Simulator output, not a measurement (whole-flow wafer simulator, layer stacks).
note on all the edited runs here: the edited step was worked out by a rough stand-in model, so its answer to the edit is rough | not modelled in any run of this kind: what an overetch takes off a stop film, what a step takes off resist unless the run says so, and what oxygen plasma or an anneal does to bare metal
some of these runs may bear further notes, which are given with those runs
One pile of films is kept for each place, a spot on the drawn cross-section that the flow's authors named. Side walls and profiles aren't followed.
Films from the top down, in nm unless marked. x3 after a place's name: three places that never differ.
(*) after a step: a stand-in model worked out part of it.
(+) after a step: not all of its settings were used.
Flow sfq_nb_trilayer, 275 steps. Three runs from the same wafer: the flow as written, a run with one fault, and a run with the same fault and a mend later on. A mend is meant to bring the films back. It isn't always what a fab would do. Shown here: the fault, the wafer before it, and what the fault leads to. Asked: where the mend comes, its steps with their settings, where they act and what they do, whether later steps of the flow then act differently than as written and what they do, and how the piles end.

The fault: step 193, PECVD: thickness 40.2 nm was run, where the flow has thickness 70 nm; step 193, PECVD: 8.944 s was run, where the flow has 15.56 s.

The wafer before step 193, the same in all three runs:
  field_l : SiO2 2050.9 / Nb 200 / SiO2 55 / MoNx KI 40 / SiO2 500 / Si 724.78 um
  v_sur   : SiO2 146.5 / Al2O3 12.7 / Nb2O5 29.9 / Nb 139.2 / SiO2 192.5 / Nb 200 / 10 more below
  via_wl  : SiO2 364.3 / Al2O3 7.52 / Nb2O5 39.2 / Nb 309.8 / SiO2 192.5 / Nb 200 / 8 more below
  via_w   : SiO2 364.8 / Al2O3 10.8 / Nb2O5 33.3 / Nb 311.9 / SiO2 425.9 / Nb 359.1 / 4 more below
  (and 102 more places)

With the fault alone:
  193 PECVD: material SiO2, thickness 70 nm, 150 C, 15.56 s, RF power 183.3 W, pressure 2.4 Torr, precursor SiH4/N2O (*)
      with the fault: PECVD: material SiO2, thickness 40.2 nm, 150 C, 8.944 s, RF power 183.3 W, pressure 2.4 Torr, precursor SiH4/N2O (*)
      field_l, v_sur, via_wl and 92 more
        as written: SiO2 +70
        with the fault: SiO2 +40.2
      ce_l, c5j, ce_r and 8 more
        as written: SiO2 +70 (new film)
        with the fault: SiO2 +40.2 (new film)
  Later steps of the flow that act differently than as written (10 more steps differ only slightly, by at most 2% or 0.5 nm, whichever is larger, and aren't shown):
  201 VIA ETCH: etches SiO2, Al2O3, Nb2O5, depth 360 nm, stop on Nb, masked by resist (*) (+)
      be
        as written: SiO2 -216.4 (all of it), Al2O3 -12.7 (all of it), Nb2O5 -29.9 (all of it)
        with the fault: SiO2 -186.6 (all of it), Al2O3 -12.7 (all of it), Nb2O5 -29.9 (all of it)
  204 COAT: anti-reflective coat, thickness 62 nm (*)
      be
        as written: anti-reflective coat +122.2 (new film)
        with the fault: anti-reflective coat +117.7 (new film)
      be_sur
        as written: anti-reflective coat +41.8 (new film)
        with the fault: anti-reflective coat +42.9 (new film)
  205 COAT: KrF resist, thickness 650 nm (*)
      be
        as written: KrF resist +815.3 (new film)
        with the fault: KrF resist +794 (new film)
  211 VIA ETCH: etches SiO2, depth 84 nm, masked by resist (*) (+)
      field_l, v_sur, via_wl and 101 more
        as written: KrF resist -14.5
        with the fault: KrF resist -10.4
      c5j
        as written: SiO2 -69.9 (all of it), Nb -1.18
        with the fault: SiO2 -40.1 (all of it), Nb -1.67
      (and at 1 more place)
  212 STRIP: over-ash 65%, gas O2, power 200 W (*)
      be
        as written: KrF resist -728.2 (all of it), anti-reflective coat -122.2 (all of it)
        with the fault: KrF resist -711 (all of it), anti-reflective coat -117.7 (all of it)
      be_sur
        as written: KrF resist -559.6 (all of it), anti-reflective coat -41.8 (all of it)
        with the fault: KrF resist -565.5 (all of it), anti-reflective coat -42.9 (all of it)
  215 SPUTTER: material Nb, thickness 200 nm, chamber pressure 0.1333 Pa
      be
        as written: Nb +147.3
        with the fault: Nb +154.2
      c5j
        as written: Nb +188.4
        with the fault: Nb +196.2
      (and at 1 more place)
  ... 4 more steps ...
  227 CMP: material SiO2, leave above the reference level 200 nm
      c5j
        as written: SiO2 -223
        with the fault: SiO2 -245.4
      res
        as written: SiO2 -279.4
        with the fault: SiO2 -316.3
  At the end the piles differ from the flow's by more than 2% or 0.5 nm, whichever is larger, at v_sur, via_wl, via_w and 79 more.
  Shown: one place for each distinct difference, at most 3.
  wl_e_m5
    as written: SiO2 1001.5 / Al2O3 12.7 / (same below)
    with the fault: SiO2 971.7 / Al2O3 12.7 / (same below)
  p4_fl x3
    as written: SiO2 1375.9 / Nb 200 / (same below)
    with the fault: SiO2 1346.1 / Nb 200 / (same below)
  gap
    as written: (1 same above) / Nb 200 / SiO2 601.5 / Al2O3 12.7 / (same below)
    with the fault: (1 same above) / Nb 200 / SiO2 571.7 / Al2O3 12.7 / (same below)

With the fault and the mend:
  The mend comes after step 193.
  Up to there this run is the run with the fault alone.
  193a PECVD: material SiO2, thickness 29.8 nm, 150 C, 6.622 s, RF power 183.3 W, pressure 2.4 Torr, precursor SiH4/N2O (*) (the flow's step 193 once more, with other settings)
      field_l, v_sur, via_wl and 103 more
        SiO2 +29.8
  No later step of the flow acts differently than as written, at any place that is followed, by more than 2% or 0.5 nm, whichever is larger.
  At the end the piles are the same as the flow's at every place that both follow.
